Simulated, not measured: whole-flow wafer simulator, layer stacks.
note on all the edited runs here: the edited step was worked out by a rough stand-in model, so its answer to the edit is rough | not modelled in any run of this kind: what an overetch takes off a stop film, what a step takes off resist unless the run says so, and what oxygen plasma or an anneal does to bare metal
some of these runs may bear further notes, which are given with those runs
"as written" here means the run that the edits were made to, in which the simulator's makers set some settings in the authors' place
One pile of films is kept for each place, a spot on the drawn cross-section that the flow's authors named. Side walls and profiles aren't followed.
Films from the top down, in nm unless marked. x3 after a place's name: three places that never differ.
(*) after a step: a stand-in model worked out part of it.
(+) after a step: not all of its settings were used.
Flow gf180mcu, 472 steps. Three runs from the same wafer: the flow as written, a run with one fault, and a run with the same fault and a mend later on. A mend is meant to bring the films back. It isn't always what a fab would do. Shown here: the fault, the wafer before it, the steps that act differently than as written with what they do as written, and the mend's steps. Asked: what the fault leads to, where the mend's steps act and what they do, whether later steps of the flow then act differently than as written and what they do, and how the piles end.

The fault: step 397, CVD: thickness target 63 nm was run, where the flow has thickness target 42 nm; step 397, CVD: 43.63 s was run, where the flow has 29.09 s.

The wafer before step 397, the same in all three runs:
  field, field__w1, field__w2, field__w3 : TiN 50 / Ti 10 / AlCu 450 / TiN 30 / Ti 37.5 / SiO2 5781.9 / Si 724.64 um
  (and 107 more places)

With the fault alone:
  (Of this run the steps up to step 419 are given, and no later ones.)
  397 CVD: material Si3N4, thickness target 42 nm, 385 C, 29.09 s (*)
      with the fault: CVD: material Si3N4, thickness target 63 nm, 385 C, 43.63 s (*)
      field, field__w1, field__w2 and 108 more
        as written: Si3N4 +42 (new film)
        with the fault: Si3N4 +62.9 (new film)
  Later steps of the flow that act differently than as written:
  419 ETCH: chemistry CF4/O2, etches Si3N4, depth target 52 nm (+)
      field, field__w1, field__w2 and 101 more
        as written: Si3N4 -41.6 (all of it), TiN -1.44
        with the fault: Si3N4 -52
  After step 419 the piles differ from the flow's by more than 2% or 0.5 nm, whichever is larger, at field, field__w1, field__w2 and 109 more.
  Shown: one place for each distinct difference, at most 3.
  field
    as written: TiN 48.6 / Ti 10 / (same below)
    with the fault: Si3N4 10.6 / TiN 50 / Ti 10 / (same below)
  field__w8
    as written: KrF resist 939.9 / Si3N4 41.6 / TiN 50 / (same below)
    with the fault: KrF resist 939.9 / Si3N4 62.6 / TiN 50 / (same below)
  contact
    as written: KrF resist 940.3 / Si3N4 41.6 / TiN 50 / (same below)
    with the fault: KrF resist 940.3 / Si3N4 62.6 / TiN 50 / (same below)

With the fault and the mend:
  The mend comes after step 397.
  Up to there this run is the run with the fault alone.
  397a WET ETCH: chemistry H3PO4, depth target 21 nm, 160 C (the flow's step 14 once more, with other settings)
      field, field__w1, field__w2 and 108 more
        Si3N4 -21
  No later step of the flow acts differently than as written, at any place that is followed, by more than 2% or 0.5 nm, whichever is larger.
  At the end the piles differ from the flow's only slightly at the places that both follow, by at most 2% or 0.5 nm, whichever is larger.
